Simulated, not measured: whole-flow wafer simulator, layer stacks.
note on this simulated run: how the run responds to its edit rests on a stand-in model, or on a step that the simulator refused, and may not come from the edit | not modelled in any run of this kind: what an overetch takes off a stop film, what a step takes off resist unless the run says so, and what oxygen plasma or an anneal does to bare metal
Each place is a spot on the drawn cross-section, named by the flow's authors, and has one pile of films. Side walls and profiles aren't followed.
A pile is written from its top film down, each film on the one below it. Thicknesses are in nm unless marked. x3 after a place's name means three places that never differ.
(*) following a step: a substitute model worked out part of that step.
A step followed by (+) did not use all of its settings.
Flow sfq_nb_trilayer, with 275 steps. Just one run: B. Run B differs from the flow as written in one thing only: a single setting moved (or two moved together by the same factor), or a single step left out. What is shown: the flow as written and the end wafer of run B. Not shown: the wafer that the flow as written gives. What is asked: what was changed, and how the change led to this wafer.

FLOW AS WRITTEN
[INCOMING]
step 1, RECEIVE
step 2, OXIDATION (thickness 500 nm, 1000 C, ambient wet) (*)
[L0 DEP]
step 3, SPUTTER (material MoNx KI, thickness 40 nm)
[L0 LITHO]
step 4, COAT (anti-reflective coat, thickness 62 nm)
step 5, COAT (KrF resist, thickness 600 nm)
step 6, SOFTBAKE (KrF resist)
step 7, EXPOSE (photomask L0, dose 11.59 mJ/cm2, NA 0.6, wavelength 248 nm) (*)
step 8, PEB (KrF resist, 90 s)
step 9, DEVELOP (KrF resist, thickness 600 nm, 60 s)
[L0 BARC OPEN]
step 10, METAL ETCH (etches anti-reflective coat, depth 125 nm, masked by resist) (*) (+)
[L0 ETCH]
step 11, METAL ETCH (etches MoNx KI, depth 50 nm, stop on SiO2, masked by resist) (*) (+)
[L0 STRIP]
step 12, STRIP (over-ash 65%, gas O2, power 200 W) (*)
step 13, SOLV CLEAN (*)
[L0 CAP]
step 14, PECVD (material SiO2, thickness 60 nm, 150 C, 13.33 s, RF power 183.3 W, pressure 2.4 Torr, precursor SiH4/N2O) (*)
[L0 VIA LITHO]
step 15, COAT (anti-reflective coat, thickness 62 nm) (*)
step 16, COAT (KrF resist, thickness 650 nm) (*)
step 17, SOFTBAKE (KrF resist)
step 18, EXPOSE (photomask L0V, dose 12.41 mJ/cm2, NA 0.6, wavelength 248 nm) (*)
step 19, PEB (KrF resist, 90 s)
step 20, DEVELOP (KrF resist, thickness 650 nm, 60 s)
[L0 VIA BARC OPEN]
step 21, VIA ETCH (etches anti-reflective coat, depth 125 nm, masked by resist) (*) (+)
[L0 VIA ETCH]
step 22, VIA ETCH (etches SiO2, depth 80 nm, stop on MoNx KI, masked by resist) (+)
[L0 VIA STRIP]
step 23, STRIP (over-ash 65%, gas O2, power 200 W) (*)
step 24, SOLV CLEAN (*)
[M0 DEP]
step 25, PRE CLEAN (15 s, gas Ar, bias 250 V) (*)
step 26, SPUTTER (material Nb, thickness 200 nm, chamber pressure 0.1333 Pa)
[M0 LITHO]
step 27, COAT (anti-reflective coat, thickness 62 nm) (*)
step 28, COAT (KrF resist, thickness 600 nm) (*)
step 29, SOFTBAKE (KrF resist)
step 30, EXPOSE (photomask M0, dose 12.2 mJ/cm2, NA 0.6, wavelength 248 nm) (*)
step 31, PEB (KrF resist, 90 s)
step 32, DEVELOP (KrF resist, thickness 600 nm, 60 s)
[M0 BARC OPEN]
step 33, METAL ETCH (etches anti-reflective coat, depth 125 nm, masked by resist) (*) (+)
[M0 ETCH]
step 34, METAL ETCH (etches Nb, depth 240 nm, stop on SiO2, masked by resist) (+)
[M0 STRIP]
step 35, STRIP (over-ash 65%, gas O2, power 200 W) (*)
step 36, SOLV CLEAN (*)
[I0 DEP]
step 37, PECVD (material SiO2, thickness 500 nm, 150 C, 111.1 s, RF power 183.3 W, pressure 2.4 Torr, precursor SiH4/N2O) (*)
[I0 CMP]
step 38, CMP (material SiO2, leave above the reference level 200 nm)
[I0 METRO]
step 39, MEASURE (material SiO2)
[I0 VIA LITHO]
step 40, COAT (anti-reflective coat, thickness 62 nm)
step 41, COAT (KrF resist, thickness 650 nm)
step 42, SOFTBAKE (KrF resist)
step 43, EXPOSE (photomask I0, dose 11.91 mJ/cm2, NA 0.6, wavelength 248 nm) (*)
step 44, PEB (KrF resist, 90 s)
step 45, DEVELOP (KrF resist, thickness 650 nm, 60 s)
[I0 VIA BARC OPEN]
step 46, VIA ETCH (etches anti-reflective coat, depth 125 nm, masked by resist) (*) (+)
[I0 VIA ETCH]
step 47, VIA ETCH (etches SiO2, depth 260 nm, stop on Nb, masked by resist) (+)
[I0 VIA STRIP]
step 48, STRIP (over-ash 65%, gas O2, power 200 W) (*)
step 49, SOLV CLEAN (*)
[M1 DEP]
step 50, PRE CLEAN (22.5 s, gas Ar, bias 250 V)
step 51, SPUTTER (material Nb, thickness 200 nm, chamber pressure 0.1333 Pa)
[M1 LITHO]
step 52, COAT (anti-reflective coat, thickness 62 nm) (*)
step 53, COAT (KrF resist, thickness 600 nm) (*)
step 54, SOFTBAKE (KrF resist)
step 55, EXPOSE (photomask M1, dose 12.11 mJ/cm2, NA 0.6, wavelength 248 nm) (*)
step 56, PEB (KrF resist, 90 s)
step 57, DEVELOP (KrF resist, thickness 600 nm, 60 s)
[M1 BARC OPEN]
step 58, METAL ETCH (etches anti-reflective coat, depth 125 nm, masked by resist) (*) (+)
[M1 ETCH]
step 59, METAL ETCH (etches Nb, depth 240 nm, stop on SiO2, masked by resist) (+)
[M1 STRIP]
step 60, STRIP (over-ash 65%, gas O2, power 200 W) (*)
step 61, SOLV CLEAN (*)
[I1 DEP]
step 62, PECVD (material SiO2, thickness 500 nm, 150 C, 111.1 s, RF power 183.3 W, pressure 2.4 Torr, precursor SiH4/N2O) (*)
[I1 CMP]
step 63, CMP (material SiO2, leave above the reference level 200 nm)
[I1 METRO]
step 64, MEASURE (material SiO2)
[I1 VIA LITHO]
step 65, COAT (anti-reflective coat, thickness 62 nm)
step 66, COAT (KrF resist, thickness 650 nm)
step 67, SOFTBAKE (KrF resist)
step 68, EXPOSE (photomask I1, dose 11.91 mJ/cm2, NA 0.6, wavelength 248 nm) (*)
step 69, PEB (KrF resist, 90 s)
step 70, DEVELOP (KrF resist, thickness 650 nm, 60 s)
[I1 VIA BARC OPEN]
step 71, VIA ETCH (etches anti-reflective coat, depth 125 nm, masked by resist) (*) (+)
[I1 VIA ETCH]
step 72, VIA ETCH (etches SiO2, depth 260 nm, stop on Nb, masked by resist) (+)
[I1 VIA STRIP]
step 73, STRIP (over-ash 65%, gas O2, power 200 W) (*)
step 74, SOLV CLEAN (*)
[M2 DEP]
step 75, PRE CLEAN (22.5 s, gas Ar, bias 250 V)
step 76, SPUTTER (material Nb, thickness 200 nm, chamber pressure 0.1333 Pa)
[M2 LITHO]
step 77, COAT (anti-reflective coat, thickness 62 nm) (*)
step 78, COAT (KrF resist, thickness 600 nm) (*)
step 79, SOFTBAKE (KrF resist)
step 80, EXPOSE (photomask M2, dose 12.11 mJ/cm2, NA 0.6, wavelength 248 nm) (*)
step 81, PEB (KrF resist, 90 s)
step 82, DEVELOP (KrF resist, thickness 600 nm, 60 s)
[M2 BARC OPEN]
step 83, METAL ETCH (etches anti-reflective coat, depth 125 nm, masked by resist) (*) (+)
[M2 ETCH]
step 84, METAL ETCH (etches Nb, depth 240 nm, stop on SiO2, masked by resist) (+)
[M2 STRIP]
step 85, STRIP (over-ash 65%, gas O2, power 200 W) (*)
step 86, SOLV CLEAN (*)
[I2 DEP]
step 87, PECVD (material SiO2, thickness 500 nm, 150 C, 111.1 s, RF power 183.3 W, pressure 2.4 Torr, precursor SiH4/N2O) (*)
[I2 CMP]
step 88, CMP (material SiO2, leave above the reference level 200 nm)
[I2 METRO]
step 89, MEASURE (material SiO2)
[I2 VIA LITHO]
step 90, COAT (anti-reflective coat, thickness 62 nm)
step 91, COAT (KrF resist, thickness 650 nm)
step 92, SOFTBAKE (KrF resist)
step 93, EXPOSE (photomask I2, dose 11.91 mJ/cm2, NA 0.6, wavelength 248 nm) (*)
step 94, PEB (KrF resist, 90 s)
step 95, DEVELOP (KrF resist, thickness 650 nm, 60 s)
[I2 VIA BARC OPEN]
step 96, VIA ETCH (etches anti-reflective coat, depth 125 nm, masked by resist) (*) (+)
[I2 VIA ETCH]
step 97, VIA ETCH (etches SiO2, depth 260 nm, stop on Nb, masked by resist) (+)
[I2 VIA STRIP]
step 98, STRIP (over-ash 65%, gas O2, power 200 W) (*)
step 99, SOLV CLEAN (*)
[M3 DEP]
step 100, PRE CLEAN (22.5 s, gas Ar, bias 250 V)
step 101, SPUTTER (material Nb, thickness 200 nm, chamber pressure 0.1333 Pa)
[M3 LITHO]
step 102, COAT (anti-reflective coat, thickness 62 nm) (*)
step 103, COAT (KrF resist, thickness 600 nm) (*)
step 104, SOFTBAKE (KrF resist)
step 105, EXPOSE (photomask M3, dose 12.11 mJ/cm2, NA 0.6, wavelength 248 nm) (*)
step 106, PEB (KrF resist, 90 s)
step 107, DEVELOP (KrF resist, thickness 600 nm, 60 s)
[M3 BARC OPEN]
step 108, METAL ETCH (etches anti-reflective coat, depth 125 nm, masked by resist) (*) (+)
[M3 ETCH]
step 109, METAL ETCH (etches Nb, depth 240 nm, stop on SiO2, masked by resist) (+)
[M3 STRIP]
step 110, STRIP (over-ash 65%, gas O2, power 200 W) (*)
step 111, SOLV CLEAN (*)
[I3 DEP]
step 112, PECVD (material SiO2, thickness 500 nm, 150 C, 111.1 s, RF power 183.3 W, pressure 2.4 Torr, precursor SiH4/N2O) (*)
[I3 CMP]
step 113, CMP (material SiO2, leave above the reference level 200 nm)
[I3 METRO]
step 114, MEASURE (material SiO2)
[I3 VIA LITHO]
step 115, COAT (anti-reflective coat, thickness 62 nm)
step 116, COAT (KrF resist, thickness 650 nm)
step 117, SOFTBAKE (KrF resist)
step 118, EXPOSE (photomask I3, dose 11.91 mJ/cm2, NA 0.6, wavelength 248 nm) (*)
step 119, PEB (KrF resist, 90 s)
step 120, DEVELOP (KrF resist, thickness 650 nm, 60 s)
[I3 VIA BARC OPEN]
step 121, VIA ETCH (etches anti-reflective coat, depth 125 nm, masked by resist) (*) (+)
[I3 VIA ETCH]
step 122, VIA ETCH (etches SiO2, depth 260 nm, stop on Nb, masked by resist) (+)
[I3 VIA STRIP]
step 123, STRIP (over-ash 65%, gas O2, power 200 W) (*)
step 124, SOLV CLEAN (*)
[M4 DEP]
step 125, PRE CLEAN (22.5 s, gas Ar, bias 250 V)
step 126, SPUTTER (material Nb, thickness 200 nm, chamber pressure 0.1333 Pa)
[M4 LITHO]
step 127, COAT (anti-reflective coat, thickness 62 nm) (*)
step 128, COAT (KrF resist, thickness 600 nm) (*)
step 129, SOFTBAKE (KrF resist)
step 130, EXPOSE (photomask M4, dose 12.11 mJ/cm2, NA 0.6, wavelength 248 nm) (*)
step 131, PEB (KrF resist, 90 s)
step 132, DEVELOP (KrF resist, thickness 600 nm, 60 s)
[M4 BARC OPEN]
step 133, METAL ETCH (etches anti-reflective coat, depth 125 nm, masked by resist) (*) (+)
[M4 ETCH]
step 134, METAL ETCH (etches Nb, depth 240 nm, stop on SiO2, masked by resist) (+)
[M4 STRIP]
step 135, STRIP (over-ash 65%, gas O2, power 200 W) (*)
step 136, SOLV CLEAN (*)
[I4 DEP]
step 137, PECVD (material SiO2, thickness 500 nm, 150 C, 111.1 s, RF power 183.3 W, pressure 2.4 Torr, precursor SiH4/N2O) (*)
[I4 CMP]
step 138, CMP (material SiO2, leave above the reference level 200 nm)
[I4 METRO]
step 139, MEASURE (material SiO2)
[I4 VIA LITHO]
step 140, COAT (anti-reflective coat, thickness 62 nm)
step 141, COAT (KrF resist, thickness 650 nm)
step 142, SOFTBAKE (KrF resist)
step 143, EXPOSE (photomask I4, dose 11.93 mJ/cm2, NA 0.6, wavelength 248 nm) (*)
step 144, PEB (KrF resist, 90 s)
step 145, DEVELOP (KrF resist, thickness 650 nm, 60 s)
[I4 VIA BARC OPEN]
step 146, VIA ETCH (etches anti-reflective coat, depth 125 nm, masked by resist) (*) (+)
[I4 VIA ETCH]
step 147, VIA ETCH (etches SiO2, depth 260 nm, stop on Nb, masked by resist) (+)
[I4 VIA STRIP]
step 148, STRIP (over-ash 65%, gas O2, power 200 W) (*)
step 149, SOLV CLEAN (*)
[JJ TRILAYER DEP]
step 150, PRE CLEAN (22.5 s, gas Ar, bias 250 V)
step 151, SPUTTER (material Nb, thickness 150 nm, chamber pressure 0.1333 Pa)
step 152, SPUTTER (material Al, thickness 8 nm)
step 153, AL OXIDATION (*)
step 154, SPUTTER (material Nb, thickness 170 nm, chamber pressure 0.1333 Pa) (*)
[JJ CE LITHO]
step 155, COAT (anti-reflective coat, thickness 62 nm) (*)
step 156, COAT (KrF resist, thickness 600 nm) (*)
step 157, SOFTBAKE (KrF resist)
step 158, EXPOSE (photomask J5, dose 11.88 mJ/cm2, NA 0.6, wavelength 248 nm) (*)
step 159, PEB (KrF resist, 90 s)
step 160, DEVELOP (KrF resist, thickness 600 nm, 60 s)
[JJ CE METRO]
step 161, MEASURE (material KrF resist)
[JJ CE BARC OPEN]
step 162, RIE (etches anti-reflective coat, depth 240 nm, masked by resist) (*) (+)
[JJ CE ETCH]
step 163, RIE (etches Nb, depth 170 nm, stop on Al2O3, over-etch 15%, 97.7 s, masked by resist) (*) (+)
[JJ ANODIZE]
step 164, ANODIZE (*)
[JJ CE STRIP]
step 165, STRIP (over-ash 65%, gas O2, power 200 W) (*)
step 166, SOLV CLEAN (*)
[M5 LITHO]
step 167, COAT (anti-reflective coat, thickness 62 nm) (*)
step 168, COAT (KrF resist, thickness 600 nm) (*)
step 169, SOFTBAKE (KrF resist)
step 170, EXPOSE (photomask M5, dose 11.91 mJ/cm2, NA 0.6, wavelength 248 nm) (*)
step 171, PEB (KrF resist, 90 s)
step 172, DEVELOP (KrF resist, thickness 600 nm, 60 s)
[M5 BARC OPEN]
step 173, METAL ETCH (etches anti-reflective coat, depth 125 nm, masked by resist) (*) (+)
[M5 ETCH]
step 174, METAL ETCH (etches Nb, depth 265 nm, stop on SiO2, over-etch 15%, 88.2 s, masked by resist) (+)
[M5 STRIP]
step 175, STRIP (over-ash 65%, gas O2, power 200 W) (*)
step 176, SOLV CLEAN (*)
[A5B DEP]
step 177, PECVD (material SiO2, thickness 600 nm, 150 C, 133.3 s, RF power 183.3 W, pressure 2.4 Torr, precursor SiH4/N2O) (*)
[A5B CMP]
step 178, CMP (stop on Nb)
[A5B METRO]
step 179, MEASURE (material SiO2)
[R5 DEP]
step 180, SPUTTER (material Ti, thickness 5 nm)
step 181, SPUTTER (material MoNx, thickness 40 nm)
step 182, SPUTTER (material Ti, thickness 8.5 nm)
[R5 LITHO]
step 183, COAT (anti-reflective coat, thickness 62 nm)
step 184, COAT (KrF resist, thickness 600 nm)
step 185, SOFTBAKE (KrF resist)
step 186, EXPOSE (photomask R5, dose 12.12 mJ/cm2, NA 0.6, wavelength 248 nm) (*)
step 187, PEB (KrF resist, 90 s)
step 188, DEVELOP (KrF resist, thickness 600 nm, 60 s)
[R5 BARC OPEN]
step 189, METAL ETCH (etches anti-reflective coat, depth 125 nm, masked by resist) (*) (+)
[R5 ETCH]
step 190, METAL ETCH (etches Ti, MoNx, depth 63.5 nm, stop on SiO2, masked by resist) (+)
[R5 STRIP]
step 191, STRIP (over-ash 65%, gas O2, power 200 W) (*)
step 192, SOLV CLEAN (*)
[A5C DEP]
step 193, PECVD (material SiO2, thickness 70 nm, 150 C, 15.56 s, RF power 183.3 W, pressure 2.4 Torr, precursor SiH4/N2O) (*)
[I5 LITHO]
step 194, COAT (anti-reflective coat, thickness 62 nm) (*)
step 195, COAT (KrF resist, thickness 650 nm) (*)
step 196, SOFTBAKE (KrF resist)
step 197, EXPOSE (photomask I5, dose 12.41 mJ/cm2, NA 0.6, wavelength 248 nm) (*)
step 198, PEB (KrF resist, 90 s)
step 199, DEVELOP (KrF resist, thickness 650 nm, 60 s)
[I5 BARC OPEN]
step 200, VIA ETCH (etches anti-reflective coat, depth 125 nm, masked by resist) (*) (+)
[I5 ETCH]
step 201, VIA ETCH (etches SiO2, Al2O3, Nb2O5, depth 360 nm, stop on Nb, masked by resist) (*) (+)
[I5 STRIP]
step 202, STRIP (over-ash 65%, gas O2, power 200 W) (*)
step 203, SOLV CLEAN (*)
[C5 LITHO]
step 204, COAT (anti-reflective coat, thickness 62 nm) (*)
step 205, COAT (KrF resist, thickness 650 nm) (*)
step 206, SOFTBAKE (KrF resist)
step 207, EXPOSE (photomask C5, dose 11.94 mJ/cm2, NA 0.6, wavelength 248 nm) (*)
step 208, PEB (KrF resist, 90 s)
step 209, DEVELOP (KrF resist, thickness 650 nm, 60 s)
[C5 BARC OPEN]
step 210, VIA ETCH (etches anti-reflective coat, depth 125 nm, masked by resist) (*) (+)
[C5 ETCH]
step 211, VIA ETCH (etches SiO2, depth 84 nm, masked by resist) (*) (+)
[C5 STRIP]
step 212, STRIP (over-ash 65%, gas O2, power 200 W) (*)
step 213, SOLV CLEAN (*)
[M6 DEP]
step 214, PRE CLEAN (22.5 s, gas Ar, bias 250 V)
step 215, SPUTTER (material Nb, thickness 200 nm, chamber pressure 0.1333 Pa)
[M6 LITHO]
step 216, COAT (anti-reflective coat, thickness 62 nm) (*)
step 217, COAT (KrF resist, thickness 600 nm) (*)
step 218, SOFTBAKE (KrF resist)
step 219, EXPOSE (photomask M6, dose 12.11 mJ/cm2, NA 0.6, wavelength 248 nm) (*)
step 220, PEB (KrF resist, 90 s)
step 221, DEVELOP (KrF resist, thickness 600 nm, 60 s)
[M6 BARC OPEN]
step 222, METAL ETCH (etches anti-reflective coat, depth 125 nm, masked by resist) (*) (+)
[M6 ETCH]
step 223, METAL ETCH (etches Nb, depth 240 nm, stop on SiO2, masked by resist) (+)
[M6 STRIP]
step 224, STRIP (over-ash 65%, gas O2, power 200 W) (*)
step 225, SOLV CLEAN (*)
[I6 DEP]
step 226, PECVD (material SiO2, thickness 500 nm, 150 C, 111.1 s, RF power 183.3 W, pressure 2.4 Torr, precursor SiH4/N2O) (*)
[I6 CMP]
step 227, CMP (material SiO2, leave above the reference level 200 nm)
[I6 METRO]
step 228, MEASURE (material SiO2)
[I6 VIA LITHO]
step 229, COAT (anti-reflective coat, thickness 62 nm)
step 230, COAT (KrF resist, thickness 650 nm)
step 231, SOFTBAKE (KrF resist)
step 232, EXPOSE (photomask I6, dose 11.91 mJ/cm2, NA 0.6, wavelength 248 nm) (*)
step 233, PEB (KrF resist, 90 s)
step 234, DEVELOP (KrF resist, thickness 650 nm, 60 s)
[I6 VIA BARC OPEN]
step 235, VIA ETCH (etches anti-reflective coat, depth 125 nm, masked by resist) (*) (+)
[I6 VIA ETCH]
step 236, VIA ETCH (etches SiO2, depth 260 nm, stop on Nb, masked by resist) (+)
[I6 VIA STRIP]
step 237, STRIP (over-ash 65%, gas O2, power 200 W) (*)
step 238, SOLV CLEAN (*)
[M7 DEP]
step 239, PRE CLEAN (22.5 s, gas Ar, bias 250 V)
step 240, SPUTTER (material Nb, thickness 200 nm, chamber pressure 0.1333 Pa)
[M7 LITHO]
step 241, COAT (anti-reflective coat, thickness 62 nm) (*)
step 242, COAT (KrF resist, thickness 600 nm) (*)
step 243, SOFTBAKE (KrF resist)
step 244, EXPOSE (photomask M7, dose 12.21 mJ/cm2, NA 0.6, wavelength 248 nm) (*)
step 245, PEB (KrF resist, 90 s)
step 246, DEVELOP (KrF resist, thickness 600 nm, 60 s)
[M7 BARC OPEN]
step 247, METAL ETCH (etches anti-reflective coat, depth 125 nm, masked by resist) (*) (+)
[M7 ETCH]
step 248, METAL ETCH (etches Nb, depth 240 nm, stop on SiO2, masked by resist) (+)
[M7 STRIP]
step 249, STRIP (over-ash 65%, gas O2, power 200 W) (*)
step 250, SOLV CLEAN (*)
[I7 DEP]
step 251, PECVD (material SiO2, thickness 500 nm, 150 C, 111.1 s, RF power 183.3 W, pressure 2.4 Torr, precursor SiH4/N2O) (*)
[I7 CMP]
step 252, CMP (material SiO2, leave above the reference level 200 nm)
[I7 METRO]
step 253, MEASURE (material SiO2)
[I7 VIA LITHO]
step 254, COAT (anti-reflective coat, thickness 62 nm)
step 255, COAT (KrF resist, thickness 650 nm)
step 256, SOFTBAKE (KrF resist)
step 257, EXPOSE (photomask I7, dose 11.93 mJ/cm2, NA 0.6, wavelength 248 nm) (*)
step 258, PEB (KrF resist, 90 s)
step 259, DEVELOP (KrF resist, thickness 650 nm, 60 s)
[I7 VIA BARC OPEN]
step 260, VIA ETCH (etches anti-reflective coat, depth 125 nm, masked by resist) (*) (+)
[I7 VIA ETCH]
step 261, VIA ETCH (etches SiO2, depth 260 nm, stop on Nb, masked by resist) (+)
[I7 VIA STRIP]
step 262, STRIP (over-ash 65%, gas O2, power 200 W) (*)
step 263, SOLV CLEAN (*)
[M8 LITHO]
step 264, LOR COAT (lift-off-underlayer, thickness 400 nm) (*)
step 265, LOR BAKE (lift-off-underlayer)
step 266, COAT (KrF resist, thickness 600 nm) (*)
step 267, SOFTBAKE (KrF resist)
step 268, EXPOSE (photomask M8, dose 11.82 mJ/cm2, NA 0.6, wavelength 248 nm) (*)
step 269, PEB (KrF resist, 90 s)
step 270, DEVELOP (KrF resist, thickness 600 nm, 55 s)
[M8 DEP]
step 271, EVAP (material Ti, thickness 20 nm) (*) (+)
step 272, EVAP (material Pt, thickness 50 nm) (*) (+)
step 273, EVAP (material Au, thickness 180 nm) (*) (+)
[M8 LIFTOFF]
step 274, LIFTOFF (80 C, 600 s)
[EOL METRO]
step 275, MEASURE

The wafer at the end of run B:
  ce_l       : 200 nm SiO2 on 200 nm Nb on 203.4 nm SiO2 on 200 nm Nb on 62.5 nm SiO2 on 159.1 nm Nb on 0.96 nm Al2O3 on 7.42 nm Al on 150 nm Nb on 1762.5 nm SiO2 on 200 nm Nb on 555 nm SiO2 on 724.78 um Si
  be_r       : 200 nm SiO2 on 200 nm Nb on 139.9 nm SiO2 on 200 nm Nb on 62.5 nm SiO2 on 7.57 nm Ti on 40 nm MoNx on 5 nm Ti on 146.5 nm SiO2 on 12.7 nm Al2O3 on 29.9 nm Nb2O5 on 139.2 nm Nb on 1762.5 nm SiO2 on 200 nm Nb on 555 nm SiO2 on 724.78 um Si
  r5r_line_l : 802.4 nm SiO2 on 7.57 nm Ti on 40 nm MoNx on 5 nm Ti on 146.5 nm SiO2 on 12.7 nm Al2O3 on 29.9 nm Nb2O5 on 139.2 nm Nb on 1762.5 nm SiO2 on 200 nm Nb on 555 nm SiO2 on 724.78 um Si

What caused this: step 182, SPUTTER: thickness 7.57 nm was run, while the flow as written has thickness 8.5 nm.
One can read it off the wafer: be_r has Ti 7.57, and step 182 as written asks for 8.5 nm.

How this came from the change, step by step:
  step 182, SPUTTER (material Ti, thickness 8.5 nm)
      field_l, v_sur, via_wl and 103 more: +7.57 Ti (new film) (in the flow as written it would be: +8.5 Ti (new film))
  step 190, METAL ETCH (etches Ti, MoNx, depth 63.5 nm, stop on SiO2, masked by resist) (+)
      field_l, v_sur, via_wl and 92 more: -7.57 Ti (all of it), -40 MoNx (all of it), -5 Ti (all of it) (in the flow as written it would be: -8.5 Ti (all of it), -40 MoNx (all of it), -5 Ti (all of it))
      ce_l, c5j, ce_r, wl_jj: -7.57 Ti (all of it), -40 MoNx (all of it), -5 Ti (all of it), -10.9 Nb (in the flow as written it would be: -8.5 Ti (all of it), -40 MoNx (all of it), -5 Ti (all of it), -10 Nb)
